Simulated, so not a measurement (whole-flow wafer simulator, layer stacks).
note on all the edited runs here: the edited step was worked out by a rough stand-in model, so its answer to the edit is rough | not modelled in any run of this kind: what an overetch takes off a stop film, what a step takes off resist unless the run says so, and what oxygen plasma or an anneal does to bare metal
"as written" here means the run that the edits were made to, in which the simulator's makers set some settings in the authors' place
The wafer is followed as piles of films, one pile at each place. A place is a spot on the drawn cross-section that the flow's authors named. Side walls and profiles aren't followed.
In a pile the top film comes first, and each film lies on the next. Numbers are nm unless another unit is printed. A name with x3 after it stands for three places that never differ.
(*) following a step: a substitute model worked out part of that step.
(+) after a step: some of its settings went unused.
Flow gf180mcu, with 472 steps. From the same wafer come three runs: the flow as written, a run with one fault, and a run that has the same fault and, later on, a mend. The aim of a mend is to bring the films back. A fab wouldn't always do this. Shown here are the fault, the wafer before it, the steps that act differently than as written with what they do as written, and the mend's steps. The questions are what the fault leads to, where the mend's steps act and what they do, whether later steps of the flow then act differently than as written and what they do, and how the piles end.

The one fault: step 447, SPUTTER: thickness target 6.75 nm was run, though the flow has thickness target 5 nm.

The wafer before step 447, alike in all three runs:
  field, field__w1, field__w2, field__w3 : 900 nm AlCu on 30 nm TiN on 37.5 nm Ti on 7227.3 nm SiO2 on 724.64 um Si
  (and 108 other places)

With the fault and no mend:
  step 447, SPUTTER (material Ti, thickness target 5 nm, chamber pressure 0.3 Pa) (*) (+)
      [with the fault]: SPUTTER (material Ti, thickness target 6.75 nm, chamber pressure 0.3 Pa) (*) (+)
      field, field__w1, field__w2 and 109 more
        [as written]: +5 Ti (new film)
        [with the fault]: +6.75 Ti (new film)
  Steps later in the flow that act otherwise than as written (5 other steps are not shown; they differ only slightly, by no more than 2% or 0.5 nm, whichever is larger):
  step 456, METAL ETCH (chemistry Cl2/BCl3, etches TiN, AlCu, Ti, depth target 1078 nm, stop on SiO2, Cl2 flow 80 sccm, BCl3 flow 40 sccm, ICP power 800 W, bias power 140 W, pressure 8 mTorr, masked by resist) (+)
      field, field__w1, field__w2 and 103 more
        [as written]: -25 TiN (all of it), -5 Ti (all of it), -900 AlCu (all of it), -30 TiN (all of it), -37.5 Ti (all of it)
        [with the fault]: -25 TiN (all of it), -6.75 Ti (all of it), -900 AlCu (all of it), -30 TiN (all of it), -37.5 Ti (all of it)
  By the end, the piles at field__w8, contact, m1, m1__w1, pad, m1_nw depart from the flow's by more than 2% or 0.5 nm, whichever is larger.
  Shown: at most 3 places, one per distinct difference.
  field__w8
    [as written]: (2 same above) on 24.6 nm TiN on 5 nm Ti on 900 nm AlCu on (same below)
    [with the fault]: (2 same above) on 24.6 nm TiN on 6.75 nm Ti on 900 nm AlCu on (same below)
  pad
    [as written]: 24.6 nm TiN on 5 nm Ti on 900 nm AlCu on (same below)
    [with the fault]: 24.6 nm TiN on 6.75 nm Ti on 900 nm AlCu on (same below)

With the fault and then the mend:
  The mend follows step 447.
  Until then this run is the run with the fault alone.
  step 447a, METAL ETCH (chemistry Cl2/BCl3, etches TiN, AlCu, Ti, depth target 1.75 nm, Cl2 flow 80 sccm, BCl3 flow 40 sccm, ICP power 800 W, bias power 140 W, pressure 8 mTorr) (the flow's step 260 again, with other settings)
      field, field__w1, field__w2 and 109 more
        -1.75 Ti
  Every later step of the flow that is run acts as written at every place that is followed.
  The piles end the same as the flow's at every place that both follow.
